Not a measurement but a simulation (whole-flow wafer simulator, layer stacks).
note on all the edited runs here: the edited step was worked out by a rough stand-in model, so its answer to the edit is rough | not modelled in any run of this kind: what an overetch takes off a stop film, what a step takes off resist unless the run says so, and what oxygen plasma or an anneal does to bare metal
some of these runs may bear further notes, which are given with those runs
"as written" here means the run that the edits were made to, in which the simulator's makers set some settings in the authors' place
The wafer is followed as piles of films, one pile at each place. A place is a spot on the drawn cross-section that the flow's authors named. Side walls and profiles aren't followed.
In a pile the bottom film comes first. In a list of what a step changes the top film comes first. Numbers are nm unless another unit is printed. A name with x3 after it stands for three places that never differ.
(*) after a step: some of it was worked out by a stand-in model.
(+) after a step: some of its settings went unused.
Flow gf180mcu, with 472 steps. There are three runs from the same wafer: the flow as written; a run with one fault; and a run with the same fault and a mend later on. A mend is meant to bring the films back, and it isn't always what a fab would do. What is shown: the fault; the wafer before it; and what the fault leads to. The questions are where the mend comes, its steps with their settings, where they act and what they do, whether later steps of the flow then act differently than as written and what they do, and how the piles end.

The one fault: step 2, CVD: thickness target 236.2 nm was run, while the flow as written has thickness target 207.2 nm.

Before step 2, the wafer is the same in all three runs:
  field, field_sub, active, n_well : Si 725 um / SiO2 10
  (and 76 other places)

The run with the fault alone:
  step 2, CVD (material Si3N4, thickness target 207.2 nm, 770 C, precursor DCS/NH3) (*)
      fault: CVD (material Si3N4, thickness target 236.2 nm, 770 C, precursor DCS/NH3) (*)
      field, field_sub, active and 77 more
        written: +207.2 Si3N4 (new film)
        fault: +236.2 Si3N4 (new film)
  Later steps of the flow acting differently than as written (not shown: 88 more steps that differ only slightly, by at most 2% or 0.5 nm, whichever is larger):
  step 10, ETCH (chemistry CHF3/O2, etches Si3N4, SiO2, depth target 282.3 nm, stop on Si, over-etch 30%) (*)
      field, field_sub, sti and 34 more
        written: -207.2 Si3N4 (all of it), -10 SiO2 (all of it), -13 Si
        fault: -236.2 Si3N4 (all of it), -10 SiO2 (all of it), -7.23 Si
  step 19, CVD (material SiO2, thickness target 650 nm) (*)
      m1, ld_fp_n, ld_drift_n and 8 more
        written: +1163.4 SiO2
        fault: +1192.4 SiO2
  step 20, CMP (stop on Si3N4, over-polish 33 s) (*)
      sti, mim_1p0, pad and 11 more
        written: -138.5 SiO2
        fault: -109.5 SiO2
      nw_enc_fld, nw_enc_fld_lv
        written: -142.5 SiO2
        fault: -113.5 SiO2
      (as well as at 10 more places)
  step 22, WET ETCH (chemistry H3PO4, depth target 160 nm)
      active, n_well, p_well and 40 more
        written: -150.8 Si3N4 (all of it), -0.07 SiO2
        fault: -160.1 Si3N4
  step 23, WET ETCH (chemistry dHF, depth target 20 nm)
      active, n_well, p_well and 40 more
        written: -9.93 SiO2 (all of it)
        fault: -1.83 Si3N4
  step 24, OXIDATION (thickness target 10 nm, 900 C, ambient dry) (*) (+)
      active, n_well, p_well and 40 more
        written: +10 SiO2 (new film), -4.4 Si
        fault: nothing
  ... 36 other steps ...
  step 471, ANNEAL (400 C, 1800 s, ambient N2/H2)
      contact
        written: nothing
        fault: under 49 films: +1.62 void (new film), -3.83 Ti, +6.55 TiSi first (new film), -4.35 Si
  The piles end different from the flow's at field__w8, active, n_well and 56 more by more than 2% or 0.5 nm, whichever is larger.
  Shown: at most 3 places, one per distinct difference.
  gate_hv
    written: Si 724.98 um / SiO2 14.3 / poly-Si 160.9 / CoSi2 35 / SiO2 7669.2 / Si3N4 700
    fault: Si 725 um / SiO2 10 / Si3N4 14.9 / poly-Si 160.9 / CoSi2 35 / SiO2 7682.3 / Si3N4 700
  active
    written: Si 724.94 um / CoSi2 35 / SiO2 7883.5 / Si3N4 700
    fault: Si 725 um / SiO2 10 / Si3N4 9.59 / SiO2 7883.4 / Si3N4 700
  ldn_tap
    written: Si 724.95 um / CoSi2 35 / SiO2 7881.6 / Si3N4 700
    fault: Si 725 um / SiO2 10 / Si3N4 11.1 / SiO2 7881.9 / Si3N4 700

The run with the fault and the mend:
  After step 2 comes the mend.
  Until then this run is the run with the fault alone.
  step 2a, WET ETCH (chemistry H3PO4, depth target 29 nm, 160 C)
      field, field_sub, active and 77 more
        -29 Si3N4
  Later steps of the flow that are run all act as written at every place that is followed, up to a difference of at most 2% or 0.5 nm, whichever is larger.
  The piles end the same as the flow's at every place that both follow.
